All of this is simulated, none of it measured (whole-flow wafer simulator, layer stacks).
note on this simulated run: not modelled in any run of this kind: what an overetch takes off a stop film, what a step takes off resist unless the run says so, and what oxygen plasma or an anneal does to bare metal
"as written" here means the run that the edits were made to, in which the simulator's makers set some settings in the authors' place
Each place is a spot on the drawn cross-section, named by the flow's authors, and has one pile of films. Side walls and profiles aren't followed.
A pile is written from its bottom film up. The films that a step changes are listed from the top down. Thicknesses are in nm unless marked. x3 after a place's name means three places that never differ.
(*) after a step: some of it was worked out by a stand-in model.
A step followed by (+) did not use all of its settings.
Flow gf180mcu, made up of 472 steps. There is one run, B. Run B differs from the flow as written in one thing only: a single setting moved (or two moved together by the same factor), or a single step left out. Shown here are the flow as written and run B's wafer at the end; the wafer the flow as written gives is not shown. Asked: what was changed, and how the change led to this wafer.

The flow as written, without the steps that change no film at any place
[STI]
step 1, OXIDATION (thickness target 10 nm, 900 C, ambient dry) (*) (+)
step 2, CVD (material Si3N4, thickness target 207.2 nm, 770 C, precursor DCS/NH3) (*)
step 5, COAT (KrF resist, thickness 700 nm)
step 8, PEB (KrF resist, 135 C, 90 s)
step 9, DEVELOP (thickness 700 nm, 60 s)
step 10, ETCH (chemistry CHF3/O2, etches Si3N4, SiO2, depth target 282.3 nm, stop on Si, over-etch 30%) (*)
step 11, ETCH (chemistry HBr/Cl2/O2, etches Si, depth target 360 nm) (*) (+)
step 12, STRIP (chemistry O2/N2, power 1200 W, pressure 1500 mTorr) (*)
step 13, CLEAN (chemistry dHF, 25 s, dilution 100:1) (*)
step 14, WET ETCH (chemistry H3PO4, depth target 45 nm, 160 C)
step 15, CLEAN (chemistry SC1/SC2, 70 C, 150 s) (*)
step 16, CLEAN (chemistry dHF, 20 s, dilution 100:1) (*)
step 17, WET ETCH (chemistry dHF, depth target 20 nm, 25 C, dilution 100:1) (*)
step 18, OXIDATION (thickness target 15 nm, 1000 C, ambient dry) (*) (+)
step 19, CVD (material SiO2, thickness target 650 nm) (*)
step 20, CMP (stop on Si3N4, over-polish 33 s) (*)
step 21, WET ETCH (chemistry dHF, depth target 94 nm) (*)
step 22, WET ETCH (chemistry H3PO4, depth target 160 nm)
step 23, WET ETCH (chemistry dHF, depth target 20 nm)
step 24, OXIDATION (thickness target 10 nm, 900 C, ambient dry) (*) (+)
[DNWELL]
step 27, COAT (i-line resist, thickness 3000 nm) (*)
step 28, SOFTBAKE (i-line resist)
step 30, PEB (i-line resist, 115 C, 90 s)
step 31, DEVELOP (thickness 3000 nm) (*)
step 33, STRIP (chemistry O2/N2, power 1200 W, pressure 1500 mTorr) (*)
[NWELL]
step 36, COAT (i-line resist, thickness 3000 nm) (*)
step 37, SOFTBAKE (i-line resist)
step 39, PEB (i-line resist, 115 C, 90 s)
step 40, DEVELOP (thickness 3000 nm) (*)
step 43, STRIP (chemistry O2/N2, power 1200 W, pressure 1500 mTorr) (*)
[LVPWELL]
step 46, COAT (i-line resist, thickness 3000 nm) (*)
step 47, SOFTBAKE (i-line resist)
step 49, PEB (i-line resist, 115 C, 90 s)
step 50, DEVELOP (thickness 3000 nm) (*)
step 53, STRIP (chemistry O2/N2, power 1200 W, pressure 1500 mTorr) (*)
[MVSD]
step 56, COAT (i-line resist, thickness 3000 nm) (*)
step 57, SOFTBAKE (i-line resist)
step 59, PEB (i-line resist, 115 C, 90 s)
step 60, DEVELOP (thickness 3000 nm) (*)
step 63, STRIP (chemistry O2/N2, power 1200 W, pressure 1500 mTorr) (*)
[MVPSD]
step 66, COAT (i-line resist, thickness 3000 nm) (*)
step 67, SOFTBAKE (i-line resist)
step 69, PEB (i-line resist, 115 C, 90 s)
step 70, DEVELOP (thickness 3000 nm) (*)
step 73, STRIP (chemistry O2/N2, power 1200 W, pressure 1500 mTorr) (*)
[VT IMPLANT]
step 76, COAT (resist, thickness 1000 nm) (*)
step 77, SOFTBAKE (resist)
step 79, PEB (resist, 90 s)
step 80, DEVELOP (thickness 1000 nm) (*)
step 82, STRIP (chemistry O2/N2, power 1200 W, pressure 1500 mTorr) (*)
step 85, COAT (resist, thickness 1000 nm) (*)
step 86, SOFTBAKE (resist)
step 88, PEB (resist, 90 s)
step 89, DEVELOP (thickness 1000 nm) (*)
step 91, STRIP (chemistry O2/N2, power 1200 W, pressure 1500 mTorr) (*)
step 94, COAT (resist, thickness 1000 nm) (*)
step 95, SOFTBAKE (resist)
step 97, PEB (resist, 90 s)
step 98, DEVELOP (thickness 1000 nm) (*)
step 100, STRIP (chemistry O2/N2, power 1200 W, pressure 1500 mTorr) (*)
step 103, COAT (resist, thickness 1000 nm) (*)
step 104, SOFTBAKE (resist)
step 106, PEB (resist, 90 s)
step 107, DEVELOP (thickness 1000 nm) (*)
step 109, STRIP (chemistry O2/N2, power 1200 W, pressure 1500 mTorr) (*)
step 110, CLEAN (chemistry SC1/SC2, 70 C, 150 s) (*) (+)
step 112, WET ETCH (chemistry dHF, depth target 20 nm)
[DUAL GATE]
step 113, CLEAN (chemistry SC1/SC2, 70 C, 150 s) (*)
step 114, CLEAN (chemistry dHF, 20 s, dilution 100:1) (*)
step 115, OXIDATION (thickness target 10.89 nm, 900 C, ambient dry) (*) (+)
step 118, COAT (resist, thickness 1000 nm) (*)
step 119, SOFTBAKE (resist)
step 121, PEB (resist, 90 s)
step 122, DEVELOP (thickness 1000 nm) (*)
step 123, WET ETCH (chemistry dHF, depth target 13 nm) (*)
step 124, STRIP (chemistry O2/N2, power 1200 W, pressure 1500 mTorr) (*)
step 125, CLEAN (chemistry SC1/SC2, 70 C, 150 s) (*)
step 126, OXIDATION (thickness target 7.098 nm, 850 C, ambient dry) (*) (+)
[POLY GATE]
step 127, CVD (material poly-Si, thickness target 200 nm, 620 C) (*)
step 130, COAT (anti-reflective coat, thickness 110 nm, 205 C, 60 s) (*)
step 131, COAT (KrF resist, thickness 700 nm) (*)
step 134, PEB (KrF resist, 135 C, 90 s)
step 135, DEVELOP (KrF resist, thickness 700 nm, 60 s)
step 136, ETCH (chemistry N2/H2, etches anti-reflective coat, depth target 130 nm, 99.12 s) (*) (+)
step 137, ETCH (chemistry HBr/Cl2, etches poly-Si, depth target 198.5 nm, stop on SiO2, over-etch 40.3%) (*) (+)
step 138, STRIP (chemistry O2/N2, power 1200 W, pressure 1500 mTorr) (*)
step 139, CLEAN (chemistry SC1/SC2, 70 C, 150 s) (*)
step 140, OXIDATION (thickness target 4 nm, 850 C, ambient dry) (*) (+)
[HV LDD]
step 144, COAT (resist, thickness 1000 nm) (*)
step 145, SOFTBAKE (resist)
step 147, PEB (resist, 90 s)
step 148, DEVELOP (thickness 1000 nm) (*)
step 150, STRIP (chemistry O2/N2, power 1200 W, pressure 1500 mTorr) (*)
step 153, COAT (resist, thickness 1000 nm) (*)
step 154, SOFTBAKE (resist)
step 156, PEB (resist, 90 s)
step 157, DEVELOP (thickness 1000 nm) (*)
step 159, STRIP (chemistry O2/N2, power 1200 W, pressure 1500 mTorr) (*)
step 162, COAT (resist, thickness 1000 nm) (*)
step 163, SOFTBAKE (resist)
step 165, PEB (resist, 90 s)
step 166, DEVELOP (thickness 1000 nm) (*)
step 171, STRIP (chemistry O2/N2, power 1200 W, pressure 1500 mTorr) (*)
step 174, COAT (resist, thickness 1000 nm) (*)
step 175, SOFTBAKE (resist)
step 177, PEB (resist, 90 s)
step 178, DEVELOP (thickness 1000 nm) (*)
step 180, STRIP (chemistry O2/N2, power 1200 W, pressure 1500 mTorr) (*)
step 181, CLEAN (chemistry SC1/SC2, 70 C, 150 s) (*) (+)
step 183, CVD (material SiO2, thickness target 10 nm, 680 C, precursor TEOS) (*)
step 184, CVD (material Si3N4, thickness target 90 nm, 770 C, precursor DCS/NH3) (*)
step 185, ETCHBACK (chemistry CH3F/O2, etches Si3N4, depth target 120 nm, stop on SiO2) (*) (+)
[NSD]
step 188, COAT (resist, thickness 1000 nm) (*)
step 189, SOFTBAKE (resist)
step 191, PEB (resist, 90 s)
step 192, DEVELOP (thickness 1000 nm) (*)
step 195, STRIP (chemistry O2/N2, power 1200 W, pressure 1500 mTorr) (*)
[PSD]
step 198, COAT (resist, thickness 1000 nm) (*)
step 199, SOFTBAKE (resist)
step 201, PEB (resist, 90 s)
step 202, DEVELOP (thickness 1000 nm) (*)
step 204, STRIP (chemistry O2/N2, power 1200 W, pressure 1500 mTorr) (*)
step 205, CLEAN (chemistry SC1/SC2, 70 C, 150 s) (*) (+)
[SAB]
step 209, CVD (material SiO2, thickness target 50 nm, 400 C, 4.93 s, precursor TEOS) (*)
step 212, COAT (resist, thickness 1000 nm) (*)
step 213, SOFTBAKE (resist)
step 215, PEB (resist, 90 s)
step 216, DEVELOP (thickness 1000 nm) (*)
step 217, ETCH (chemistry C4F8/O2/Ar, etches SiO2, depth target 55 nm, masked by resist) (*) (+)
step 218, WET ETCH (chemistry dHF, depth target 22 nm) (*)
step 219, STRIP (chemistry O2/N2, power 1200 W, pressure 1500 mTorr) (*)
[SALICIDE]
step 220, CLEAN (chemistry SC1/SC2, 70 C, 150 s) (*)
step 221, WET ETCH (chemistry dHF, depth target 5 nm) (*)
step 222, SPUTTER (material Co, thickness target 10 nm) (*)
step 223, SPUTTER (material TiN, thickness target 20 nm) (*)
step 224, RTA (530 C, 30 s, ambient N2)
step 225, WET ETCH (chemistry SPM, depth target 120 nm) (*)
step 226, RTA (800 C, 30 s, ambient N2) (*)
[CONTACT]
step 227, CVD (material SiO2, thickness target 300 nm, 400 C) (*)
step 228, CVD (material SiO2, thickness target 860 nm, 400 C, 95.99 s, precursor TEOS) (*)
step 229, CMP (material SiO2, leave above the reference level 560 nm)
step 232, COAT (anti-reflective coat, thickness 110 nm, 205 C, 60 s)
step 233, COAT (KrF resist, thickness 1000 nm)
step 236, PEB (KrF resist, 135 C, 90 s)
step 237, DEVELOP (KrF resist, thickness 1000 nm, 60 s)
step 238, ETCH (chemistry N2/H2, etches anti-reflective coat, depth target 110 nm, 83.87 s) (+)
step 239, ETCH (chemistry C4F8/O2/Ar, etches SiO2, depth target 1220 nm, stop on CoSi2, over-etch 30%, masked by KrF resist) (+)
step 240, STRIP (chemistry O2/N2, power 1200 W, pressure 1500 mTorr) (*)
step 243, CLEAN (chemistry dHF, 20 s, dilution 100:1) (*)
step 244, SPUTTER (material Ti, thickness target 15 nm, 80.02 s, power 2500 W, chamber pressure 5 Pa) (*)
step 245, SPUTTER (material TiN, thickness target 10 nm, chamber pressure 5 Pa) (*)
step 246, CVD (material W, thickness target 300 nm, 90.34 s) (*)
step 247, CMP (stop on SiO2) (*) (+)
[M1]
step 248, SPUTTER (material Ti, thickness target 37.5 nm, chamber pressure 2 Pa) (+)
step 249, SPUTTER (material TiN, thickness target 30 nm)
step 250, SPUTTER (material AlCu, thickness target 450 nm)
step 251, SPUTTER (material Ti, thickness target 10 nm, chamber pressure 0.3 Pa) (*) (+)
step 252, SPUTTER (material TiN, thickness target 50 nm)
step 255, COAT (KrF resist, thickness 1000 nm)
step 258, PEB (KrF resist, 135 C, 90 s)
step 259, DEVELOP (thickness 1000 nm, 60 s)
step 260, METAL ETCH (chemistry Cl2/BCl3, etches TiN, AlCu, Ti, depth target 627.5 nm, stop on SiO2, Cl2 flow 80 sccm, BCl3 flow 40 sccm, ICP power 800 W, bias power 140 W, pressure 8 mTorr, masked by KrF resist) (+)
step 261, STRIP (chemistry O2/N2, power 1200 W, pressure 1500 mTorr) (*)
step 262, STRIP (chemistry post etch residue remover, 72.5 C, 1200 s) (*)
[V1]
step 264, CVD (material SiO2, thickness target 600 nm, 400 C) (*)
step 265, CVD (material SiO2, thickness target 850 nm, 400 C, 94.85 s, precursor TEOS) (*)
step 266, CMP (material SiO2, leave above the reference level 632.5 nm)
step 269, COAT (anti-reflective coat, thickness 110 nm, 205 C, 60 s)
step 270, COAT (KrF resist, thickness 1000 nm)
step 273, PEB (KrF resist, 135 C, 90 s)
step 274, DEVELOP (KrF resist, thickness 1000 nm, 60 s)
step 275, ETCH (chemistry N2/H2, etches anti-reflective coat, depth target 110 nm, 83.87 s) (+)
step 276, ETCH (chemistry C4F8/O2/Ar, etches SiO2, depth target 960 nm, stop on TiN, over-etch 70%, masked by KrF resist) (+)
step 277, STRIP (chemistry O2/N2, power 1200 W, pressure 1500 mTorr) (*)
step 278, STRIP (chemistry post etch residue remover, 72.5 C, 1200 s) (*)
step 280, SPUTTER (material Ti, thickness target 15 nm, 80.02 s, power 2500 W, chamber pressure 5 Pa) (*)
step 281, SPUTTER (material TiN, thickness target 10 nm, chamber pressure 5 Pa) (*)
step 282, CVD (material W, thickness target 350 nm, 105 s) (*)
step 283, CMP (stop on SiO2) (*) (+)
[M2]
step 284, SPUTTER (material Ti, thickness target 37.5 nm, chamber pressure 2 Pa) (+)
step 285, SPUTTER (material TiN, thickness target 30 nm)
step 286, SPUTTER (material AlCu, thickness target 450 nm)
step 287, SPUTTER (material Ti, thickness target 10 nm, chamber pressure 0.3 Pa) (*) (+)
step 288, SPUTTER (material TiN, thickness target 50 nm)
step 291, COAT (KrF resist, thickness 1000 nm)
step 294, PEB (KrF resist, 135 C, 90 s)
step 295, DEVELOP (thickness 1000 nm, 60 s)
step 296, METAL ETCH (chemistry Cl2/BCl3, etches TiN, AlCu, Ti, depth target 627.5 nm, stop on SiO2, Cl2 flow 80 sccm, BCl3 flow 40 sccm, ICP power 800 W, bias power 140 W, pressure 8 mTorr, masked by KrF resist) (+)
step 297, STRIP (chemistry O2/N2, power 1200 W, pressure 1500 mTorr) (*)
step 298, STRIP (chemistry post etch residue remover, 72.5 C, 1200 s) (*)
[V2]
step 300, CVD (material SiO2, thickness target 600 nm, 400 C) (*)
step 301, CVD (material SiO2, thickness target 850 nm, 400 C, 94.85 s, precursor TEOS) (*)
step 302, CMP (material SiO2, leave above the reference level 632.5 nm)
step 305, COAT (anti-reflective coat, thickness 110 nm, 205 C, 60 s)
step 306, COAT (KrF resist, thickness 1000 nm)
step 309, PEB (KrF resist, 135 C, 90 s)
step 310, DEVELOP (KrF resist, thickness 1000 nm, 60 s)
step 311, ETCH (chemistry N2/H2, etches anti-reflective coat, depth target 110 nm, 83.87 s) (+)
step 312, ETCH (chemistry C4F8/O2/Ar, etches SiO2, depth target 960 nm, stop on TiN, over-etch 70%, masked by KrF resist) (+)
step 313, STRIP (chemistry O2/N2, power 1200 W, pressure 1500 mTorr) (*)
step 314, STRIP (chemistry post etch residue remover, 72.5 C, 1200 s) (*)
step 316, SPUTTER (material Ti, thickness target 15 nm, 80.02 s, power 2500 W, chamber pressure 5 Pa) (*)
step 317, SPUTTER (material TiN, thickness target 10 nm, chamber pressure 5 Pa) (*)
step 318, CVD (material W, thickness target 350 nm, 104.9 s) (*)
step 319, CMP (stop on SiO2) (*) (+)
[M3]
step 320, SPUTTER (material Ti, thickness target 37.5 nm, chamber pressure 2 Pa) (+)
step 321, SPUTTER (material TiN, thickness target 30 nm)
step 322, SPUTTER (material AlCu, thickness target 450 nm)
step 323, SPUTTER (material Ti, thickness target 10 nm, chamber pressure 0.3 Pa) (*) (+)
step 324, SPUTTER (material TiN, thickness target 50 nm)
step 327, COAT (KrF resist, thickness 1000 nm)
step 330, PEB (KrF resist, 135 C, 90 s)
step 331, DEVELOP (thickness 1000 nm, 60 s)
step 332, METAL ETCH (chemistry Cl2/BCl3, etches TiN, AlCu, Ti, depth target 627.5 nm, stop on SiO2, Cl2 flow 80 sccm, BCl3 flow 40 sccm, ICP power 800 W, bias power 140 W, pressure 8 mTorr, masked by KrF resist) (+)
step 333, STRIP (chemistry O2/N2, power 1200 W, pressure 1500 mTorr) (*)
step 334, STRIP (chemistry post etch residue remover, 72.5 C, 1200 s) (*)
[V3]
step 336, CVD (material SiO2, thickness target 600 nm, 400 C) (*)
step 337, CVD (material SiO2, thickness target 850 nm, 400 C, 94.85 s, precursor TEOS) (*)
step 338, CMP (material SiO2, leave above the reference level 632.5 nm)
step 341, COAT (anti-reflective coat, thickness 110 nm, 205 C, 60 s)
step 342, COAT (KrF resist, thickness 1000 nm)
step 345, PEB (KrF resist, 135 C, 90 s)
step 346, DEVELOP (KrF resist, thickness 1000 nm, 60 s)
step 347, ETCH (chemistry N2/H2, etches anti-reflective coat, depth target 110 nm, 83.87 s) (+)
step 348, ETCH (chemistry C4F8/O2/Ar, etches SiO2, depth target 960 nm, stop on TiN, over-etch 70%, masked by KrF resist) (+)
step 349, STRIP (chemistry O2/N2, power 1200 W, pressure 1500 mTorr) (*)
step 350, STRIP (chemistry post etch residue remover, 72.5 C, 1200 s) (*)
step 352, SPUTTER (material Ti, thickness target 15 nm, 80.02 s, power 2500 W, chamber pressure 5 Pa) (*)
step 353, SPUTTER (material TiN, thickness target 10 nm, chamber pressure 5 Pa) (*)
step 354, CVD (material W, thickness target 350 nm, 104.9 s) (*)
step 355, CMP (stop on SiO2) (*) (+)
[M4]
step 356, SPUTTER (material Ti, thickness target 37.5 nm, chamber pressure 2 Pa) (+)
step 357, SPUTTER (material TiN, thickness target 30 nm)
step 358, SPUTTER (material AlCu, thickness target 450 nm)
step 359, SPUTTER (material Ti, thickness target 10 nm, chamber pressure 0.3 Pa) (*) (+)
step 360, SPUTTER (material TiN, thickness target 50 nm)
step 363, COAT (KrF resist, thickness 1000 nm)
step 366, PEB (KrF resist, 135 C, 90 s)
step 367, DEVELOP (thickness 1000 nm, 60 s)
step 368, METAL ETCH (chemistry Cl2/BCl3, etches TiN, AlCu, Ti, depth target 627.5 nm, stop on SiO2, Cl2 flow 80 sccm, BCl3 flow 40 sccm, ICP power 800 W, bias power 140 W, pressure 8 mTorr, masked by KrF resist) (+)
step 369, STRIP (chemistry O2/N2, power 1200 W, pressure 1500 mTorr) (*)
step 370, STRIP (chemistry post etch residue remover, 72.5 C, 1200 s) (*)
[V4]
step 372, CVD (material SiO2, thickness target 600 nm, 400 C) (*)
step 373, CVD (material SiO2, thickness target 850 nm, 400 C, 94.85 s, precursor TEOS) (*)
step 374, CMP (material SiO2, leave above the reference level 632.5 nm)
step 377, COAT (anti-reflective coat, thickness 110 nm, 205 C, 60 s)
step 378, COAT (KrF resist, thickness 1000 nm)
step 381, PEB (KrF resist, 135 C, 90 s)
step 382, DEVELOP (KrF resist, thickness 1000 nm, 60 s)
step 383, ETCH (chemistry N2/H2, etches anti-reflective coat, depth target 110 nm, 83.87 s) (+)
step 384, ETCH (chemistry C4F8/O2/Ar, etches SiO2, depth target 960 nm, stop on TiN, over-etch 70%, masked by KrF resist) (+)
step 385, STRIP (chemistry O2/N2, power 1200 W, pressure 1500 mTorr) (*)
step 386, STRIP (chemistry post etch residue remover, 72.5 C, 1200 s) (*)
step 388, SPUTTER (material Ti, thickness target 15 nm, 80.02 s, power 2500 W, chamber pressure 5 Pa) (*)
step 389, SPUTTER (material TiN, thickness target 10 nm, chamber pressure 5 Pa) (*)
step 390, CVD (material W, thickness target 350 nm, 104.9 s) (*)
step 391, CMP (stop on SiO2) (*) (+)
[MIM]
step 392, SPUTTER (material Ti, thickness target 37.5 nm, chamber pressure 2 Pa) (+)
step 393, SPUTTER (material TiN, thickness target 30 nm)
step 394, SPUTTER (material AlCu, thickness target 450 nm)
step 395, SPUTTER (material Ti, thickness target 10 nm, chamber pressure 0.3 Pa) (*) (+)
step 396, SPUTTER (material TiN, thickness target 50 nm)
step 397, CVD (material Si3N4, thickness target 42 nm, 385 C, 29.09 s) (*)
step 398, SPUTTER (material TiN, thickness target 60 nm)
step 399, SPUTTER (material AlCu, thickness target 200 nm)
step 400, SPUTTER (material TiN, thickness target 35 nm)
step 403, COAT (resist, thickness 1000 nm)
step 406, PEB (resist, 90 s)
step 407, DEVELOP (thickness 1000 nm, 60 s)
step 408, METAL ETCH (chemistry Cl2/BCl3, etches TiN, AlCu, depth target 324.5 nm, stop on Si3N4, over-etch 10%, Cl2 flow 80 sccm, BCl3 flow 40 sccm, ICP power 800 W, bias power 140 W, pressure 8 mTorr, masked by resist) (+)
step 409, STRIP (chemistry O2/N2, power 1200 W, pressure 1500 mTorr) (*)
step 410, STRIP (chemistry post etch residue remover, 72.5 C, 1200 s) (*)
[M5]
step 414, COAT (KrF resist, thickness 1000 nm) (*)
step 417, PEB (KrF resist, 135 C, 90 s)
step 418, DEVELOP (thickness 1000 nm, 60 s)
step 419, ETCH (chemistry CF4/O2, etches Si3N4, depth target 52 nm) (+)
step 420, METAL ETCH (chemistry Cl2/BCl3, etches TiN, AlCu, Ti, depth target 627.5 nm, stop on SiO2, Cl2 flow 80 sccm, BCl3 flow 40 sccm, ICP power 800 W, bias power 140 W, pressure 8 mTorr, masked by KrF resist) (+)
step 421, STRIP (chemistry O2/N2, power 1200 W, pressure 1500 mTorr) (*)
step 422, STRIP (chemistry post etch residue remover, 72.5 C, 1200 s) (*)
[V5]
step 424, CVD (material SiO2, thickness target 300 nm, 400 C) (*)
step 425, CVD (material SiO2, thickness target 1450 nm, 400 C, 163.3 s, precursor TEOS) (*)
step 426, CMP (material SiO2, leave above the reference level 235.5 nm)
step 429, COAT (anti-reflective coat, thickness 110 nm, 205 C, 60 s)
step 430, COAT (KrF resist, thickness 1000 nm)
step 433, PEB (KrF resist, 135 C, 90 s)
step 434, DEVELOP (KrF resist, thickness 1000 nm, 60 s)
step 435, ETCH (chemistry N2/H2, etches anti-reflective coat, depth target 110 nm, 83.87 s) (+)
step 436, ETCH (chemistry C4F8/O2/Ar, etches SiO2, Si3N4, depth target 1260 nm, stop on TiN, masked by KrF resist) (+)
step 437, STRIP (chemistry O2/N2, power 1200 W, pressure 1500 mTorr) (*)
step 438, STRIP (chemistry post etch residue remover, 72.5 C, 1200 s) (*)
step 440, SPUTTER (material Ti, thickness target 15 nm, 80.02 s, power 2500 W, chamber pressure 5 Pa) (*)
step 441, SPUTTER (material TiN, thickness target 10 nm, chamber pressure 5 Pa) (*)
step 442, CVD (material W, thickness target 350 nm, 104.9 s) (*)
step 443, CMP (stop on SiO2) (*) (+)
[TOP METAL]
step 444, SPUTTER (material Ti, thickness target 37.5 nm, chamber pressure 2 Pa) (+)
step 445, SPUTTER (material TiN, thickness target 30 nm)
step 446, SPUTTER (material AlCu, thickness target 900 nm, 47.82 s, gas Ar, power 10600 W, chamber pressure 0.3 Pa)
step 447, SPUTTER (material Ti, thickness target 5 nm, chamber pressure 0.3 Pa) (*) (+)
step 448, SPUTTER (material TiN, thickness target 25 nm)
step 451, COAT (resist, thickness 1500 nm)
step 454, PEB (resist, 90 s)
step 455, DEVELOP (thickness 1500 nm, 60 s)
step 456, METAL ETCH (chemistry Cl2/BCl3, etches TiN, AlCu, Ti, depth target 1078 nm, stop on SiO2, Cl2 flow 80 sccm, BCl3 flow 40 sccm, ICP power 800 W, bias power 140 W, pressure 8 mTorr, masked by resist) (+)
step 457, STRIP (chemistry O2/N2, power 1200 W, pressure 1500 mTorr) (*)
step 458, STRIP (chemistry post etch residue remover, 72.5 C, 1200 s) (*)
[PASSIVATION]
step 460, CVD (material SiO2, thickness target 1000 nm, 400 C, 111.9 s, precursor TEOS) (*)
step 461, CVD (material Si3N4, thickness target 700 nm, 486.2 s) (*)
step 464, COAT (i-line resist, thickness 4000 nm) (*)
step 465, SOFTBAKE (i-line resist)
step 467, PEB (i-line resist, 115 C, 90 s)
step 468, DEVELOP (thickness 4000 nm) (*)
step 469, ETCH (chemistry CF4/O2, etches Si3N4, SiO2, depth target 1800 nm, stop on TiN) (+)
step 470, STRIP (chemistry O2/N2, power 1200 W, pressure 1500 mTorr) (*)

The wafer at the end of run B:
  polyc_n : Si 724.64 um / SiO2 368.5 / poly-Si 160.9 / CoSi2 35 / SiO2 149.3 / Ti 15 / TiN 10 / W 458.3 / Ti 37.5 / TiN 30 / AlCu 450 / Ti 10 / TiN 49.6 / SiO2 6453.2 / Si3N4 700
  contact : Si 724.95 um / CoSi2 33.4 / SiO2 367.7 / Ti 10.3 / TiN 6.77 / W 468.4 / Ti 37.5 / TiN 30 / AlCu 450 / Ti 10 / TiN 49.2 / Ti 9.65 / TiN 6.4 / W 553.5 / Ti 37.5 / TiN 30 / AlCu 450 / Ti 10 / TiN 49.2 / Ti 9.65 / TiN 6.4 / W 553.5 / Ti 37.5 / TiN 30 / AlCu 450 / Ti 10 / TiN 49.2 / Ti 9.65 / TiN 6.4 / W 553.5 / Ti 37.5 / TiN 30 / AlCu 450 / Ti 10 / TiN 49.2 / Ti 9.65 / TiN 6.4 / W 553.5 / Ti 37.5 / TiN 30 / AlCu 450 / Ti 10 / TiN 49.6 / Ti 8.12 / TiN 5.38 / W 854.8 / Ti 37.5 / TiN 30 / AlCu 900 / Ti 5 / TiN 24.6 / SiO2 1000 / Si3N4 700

The reason: step 239, ETCH: depth target 488 nm was run, though the flow has depth target 1220 nm.

Step by step, how the change led to this:
  step 239, ETCH (chemistry C4F8/O2/Ar, etches SiO2, depth target 1220 nm, stop on CoSi2, over-etch 30%, masked by KrF resist) (+)
      polyc_n, polyc_p: -488 SiO2 (in the flow as written it would be: -638.6 SiO2 (all of it))
      contact: -488 SiO2 (in the flow as written it would be: -859.2 SiO2 (all of it))
      (as well as at 108 more places)
  step 240, STRIP (chemistry O2/N2, power 1200 W, pressure 1500 mTorr) (*)
      field, field__w1, field__w2 and 105 more: -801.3 KrF resist (all of it), -110 anti-reflective coat (all of it) (in the flow as written it would be: -675.6 KrF resist (all of it), -110 anti-reflective coat (all of it))
  step 243, CLEAN (chemistry dHF, 20 s, dilution 100:1) (*)
      polyc_n, polyc_p: -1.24 SiO2 (in the flow as written it would be: -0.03 CoSi2)
      contact: -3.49 SiO2 (in the flow as written it would be: -0.03 CoSi2)
  step 244, SPUTTER (material Ti, thickness target 15 nm, 80.02 s, power 2500 W, chamber pressure 5 Pa) (*)
      contact: +10.3 Ti (new film) (in the flow as written it would be: +8.55 Ti (new film))
  step 245, SPUTTER (material TiN, thickness target 10 nm, chamber pressure 5 Pa) (*)
      contact: +6.77 TiN (new film) (in the flow as written it would be: +5.48 TiN (new film))
  step 246, CVD (material W, thickness target 300 nm, 90.34 s) (*)
      polyc_n, polyc_p: +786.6 W (new film) (in the flow as written it would be: +936 W (new film))
      contact: +796.7 W (new film) (in the flow as written it would be: +1167.5 W (new film))
With metal films that touch counted as one body, polyc_n has 2 bodies (between them, from the top down: SiO2 149.3); the flow as written gives 1 body.
With metal films that touch counted as one body, contact has 2 bodies (between them, from the top down: SiO2 367.7); the flow as written gives 1 body.
